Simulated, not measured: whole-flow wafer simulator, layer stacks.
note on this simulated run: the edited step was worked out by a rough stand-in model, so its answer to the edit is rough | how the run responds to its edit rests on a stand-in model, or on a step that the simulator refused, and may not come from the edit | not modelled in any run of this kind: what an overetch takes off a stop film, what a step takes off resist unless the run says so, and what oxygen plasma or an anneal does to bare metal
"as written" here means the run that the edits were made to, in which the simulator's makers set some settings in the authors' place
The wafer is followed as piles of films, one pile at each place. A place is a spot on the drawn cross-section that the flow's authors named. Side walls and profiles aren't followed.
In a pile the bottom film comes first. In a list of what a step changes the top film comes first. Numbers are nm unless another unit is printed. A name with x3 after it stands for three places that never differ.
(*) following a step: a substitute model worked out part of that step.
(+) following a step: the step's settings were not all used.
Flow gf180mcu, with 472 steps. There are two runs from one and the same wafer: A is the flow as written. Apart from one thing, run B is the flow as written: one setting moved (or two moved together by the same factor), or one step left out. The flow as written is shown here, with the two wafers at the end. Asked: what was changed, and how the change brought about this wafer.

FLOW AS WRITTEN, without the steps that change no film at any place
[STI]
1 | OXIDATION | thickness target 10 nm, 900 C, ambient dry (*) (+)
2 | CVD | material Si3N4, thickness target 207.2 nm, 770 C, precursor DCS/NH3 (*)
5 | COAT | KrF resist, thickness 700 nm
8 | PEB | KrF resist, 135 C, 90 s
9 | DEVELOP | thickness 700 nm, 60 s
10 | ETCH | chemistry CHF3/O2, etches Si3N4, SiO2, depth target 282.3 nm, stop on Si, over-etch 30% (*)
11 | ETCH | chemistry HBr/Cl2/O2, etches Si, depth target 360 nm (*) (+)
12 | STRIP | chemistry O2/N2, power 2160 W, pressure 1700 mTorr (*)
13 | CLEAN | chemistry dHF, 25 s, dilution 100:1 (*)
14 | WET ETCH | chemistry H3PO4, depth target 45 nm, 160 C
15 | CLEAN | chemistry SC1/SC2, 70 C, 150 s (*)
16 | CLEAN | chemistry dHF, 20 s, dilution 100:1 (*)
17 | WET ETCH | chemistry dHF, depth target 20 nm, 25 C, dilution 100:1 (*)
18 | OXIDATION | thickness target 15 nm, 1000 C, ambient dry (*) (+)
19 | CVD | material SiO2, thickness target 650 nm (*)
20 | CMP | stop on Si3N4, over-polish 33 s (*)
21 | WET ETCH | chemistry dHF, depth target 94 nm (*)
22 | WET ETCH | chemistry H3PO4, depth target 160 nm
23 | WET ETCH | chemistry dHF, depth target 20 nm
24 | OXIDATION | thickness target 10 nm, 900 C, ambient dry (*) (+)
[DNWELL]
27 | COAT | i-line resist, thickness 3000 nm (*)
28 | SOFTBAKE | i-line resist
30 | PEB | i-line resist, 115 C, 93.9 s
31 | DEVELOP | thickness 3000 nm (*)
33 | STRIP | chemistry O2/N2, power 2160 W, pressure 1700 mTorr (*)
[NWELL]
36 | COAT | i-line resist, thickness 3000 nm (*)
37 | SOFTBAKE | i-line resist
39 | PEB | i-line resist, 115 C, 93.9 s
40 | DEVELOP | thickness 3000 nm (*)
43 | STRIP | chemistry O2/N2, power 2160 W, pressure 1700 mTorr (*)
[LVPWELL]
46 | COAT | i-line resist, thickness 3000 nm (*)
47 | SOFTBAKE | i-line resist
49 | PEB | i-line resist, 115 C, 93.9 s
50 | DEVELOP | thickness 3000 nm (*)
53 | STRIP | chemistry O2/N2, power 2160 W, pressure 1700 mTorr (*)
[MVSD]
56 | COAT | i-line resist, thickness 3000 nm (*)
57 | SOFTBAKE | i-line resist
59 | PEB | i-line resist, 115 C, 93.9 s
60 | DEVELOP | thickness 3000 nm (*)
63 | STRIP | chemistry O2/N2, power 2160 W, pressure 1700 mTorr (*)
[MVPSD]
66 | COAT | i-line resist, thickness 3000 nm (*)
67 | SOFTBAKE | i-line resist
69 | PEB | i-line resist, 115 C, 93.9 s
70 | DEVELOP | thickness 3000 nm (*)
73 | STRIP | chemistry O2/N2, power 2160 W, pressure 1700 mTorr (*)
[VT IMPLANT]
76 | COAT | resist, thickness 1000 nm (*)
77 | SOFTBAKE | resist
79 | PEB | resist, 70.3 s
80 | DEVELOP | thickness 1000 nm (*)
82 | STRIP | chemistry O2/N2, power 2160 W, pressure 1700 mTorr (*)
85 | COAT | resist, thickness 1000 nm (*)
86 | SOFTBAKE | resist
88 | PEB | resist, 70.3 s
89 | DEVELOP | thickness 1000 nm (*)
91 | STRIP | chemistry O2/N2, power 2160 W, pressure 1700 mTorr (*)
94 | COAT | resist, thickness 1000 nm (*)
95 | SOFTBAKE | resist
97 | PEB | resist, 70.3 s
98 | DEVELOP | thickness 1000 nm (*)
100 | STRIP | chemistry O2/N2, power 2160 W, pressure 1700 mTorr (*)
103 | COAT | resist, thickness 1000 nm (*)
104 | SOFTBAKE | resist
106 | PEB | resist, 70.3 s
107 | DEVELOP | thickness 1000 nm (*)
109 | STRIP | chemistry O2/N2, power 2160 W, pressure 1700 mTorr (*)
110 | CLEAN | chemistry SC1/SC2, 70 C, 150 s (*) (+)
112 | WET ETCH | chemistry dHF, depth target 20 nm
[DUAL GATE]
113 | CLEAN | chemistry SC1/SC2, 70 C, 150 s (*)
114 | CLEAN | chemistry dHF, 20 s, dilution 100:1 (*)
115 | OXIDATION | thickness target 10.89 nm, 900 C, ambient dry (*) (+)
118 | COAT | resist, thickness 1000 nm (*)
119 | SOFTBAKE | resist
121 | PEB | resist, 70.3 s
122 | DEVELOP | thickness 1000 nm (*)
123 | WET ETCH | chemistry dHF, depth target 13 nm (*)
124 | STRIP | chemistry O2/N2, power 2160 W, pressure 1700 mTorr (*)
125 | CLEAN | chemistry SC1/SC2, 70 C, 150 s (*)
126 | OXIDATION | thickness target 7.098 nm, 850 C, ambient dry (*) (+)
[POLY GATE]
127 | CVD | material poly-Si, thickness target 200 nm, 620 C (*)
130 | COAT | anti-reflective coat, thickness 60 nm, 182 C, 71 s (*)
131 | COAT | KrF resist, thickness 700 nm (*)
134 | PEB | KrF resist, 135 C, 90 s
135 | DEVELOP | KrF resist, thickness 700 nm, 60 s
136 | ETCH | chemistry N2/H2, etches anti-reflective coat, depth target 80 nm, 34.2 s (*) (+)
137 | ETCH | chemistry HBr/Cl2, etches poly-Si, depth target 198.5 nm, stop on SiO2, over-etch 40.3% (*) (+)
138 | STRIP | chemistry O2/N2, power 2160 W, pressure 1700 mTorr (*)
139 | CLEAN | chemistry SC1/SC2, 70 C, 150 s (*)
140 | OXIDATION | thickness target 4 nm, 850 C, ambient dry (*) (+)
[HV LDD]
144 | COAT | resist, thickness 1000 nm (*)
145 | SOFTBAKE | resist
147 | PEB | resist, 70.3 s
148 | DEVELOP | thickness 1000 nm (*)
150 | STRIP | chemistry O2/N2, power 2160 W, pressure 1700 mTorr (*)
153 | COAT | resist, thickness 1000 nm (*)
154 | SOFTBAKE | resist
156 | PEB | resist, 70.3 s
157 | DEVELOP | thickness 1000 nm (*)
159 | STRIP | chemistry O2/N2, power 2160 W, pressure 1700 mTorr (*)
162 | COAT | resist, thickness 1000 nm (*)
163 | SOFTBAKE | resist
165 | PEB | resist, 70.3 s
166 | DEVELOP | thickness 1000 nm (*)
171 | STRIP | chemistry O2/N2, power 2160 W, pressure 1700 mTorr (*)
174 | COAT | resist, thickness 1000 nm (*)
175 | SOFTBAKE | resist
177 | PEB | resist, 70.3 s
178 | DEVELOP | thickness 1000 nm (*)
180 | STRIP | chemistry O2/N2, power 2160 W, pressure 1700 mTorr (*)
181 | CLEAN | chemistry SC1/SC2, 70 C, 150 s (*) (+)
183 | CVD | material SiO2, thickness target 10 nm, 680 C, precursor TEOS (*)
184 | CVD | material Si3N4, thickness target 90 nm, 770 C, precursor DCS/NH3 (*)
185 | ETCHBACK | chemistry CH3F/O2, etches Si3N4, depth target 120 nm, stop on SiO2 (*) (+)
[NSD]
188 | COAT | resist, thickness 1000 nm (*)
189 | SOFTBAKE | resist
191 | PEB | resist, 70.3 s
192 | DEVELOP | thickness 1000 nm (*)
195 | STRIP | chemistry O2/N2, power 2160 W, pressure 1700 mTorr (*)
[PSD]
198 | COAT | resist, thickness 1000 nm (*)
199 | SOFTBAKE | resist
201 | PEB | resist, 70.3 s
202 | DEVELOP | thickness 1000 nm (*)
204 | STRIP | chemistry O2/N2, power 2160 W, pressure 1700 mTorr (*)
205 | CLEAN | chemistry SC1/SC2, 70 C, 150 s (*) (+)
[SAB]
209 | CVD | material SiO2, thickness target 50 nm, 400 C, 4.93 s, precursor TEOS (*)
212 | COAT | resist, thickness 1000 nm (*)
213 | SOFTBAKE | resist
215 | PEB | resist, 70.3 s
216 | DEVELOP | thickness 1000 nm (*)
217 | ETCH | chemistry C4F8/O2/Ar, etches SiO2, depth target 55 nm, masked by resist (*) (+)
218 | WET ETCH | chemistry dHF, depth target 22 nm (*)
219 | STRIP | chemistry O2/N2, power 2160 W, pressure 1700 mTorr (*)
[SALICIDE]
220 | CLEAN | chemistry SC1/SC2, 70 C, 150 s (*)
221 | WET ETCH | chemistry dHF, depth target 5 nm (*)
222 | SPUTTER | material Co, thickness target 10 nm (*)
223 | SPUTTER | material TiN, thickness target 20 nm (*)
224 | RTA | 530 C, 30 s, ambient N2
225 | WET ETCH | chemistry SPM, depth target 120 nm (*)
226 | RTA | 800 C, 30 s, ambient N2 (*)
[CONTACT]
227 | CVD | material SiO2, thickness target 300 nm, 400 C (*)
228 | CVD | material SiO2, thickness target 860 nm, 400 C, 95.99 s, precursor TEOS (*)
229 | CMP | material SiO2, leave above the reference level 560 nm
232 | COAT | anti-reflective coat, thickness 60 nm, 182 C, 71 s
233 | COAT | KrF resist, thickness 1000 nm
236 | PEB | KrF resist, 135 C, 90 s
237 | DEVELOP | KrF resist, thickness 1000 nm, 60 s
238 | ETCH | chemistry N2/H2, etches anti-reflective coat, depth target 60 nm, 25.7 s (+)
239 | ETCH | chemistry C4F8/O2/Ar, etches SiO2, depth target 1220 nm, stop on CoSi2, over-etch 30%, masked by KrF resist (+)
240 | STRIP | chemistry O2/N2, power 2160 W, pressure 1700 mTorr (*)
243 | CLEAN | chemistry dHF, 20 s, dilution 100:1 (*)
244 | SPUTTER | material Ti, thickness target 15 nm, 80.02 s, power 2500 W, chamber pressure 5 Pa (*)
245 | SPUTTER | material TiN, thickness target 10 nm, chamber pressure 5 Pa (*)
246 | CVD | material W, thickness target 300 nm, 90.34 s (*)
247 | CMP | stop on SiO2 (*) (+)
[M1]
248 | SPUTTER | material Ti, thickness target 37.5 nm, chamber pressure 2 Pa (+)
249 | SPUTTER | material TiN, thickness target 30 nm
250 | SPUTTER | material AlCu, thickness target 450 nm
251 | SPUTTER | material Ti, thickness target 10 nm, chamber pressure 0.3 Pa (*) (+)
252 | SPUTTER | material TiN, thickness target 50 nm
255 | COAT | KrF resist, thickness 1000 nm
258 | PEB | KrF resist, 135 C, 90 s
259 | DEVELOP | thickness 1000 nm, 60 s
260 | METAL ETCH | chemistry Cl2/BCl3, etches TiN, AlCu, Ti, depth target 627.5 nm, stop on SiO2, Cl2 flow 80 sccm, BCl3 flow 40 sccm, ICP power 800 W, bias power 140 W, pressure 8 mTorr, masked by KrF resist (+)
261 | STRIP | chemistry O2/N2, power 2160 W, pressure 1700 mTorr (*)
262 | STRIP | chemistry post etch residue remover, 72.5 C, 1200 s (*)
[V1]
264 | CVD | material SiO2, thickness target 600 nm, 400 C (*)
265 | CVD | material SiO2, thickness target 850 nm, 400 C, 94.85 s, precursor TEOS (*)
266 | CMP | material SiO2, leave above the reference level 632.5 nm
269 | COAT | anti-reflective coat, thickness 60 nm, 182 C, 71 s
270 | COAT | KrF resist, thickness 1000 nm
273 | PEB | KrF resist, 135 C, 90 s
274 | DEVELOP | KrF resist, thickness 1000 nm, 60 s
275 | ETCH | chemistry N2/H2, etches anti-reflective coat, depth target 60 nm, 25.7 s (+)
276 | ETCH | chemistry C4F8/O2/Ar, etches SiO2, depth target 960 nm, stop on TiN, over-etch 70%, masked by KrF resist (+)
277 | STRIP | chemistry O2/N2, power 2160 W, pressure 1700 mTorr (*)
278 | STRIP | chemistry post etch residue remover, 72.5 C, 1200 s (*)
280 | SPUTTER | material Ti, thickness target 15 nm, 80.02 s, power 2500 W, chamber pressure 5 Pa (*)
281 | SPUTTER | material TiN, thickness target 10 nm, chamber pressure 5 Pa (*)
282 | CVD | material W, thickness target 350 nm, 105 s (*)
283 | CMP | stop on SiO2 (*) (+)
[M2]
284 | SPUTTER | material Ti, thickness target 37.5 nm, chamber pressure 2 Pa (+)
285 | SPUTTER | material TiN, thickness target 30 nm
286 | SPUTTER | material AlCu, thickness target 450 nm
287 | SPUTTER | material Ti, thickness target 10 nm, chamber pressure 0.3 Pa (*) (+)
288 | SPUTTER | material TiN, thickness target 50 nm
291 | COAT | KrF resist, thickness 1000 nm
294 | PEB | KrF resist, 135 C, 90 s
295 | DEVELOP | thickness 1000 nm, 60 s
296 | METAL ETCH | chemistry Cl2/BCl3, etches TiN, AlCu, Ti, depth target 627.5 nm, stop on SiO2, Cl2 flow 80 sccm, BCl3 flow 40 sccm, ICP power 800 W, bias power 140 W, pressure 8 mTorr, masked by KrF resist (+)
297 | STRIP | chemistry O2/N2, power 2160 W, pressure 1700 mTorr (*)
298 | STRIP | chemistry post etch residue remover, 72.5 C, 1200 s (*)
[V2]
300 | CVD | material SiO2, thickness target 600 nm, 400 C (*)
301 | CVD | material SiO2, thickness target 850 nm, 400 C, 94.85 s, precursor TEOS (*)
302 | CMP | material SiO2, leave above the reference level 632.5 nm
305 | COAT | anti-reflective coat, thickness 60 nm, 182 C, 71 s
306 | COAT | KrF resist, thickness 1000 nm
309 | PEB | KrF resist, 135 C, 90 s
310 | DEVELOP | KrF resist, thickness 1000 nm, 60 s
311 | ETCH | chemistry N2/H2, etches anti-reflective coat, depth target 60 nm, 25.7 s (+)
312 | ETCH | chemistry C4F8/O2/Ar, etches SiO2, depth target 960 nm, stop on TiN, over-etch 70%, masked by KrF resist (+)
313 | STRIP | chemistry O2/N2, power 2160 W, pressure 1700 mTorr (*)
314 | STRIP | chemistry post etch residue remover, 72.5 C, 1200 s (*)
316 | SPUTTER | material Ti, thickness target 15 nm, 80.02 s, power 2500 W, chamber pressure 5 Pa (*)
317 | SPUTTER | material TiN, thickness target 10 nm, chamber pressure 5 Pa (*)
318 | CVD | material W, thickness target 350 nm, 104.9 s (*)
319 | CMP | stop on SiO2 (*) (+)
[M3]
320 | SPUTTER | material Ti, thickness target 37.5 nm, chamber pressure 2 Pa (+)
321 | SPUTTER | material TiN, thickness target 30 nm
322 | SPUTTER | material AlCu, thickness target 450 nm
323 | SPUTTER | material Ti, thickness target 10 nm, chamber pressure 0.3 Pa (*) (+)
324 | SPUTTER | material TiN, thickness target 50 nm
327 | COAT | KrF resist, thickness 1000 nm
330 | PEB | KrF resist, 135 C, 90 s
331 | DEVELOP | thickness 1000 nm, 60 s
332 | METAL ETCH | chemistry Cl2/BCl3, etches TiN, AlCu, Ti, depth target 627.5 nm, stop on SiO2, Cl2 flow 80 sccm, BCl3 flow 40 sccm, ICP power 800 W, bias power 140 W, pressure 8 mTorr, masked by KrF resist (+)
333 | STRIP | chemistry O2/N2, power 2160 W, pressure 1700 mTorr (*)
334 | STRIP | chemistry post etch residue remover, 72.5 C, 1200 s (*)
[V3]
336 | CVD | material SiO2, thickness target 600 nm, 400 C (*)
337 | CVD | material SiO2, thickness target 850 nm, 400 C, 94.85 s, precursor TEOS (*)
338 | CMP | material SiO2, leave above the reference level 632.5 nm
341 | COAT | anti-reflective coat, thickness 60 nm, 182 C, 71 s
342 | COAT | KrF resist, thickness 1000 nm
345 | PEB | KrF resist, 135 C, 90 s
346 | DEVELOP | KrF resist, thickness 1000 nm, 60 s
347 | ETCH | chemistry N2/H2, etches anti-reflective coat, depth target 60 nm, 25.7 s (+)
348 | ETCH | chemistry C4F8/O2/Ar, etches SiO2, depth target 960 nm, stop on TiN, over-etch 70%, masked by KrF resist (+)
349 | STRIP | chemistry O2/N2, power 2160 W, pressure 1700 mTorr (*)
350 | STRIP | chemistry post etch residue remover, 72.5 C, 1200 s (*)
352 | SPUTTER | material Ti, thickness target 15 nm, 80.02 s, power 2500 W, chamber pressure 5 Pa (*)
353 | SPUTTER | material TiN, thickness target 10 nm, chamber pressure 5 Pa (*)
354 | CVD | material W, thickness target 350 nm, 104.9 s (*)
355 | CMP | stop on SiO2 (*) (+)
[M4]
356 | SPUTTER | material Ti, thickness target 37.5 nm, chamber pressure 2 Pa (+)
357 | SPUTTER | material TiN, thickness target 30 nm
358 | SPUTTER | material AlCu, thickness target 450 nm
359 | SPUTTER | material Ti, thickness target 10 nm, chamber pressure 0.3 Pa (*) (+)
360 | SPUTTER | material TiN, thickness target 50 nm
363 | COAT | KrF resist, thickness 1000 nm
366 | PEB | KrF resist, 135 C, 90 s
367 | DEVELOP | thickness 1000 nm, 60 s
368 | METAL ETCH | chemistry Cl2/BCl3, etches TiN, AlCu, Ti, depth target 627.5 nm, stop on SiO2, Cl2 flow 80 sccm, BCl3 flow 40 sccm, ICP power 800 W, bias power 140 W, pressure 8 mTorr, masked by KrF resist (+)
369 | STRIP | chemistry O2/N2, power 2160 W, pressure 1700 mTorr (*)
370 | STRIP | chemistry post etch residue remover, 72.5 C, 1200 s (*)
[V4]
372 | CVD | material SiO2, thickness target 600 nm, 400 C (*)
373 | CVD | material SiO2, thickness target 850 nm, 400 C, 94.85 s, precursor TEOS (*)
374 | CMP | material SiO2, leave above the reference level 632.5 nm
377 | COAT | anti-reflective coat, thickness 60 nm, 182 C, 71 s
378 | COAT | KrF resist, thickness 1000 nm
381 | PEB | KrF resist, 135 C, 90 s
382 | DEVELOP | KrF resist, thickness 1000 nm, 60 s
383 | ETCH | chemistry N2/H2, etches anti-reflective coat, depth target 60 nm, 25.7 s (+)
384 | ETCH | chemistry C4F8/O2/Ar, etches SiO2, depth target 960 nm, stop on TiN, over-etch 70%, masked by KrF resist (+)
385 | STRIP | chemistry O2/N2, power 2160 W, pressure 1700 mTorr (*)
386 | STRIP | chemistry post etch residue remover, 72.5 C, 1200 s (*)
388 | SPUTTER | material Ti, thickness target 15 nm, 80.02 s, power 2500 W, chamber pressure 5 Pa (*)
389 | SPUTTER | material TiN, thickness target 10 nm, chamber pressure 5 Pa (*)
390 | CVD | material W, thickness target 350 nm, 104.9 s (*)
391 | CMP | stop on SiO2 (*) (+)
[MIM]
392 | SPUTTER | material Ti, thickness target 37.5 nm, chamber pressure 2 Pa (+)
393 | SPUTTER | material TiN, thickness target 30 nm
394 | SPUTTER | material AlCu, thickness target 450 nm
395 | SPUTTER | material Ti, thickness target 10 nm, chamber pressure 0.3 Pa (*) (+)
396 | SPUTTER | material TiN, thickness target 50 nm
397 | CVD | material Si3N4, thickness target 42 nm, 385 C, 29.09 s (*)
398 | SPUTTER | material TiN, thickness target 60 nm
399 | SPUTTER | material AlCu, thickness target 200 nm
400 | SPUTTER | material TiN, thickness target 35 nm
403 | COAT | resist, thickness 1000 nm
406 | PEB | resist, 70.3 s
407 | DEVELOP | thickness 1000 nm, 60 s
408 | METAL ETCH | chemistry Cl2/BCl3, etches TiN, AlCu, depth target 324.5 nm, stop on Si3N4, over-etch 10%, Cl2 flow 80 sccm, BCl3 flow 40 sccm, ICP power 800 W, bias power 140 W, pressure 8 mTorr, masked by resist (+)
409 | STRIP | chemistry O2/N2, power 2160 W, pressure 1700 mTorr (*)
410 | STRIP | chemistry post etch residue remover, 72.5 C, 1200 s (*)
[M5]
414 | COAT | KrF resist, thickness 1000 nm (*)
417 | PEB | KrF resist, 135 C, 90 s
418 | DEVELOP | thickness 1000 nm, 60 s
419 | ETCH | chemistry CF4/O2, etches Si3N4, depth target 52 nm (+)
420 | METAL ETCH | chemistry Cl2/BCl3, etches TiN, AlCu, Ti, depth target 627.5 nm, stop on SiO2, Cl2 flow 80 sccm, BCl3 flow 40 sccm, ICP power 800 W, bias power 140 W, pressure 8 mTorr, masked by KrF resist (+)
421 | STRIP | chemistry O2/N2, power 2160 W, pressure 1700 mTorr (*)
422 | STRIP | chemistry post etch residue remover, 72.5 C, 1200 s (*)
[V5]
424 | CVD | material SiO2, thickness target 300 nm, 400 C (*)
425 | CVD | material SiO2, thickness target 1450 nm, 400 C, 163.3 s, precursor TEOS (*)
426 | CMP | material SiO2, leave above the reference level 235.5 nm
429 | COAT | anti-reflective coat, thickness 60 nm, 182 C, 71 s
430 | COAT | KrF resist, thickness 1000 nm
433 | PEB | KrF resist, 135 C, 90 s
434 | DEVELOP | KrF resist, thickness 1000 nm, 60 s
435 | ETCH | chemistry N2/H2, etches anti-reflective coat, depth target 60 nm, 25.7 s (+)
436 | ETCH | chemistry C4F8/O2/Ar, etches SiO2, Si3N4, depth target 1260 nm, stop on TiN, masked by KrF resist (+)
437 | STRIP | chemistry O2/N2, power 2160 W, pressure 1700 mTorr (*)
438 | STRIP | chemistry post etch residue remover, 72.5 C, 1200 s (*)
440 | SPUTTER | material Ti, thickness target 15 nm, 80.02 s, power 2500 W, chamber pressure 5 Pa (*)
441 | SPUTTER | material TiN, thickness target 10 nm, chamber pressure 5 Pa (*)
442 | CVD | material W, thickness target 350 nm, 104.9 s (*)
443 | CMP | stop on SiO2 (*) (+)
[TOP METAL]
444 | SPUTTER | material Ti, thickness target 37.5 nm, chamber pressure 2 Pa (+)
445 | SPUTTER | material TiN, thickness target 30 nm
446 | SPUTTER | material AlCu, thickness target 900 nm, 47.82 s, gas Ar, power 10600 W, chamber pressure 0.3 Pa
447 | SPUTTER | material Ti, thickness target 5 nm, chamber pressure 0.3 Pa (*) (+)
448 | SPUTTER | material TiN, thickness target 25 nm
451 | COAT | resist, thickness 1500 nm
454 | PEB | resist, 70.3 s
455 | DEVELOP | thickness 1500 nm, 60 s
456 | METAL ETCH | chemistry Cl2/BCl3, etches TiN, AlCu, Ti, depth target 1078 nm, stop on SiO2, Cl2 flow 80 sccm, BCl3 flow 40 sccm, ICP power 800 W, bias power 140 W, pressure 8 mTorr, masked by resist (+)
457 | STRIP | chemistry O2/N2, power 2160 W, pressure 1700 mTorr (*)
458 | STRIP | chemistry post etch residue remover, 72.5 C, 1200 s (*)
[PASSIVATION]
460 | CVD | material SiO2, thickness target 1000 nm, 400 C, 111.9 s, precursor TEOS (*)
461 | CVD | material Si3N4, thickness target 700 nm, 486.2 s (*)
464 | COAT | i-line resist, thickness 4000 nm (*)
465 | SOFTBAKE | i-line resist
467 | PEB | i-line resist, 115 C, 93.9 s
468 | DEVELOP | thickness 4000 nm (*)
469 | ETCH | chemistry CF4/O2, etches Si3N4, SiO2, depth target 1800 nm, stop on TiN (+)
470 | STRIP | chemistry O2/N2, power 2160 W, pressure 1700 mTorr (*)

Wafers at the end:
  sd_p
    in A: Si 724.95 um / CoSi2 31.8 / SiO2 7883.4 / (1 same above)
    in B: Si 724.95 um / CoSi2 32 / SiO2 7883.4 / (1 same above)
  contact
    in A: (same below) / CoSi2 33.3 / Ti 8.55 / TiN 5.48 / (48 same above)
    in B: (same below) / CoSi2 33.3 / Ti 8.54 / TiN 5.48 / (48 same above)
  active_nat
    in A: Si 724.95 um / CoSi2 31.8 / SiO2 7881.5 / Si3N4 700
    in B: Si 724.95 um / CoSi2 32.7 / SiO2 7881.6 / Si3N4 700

What caused this: step 185, ETCHBACK: depth target 174 nm was run, whereas the flow has depth target 120 nm.

Step by step, how the change led to this:
  185 | ETCHBACK | chemistry CH3F/O2, etches Si3N4, depth target 120 nm, stop on SiO2 (*) (+)
      field, field__w1, field__w2 and 100 more: A -90 Si3N4 (all of it), -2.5 SiO2 | B -90 Si3N4 (all of it), -7 SiO2
  189 | SOFTBAKE | resist
      field: A +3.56 resist | B -0.35 resist
      field_sub__w1: A +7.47 resist | B +9.59 resist
      (as well as at 2 more places)
  199 | SOFTBAKE | resist
      field: A +3.56 resist | B -0.35 resist
      field_sub__w1: A +7.47 resist | B +9.59 resist
      (as well as at 2 more places)
  213 | SOFTBAKE | resist
      field__w5: A +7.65 resist | B +7.09 resist
      gate_p: A -5.08 resist | B -4.56 resist
      (as well as at 2 more places)
  218 | WET ETCH | chemistry dHF, depth target 22 nm (*)
      gate, gate_hv, gate_p and 23 more: A -5.48 SiO2 (all of it) | B -0.98 SiO2 (all of it)
      active, p_well, sd_n, iso_ptap_pw, iso_ntap_nw, iso_ptap_sub, vpnp_e: A -9.01 SiO2 (all of it) | B -4.51 SiO2 (all of it)
      (as well as at 16 more places)
  222 | SPUTTER | material Co, thickness target 10 nm (*)
      field__w2: A +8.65 Co (new film) | B +9.26 Co (new film)
      field__w3: A +8.06 Co (new film) | B +8.81 Co (new film)
      (as well as at 1 more place)
  223 | SPUTTER | material TiN, thickness target 20 nm (*)
      field__w2: A +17 TiN (new film) | B +18.2 TiN (new film)
      field__w3: A +15.7 TiN (new film) | B +17.2 TiN (new film)
      (as well as at 4 more places)
  224 | RTA | 530 C, 30 s, ambient N2
      ld_sd_n: A under 1 film: +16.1 CoSi (new film), -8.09 Co (all of it), -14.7 Si | B under 1 film: +17 CoSi (new film), -8.57 Co (all of it), -15.5 Si
      ld_drn_n: A under 1 film: +17.9 CoSi (new film), -9.02 Co (all of it), -16.4 Si | B under 1 film: +18.6 CoSi (new film), -9.37 Co (all of it), -17 Si
      (as well as at 1 more place)
  225 | WET ETCH | chemistry SPM, depth target 120 nm (*)
      field__w2: A -17 TiN (all of it), -8.65 Co (all of it) | B -18.2 TiN (all of it), -9.26 Co (all of it)
      field__w3: A -15.7 TiN (all of it), -8.06 Co (all of it) | B -17.2 TiN (all of it), -8.81 Co (all of it)
      (as well as at 4 more places)
  226 | RTA | 800 C, 30 s, ambient N2 (*)
      active_nat: A +31.8 CoSi2 (new film), -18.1 CoSi (all of it), -16.5 Si | B +32.7 CoSi2 (new film), -18.6 CoSi (all of it), -16.9 Si
      ld_sd_n: A +28.3 CoSi2 (new film), -16.1 CoSi (all of it), -14.7 Si | B +30 CoSi2 (new film), -17 CoSi (all of it), -15.5 Si
      (as well as at 3 more places)
  229 | CMP | material SiO2, leave above the reference level 560 nm
      field__w2: A -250 SiO2 | B -244.5 SiO2
      field__w3: A -232.3 SiO2 | B -226.7 SiO2
      (as well as at 2 more places)
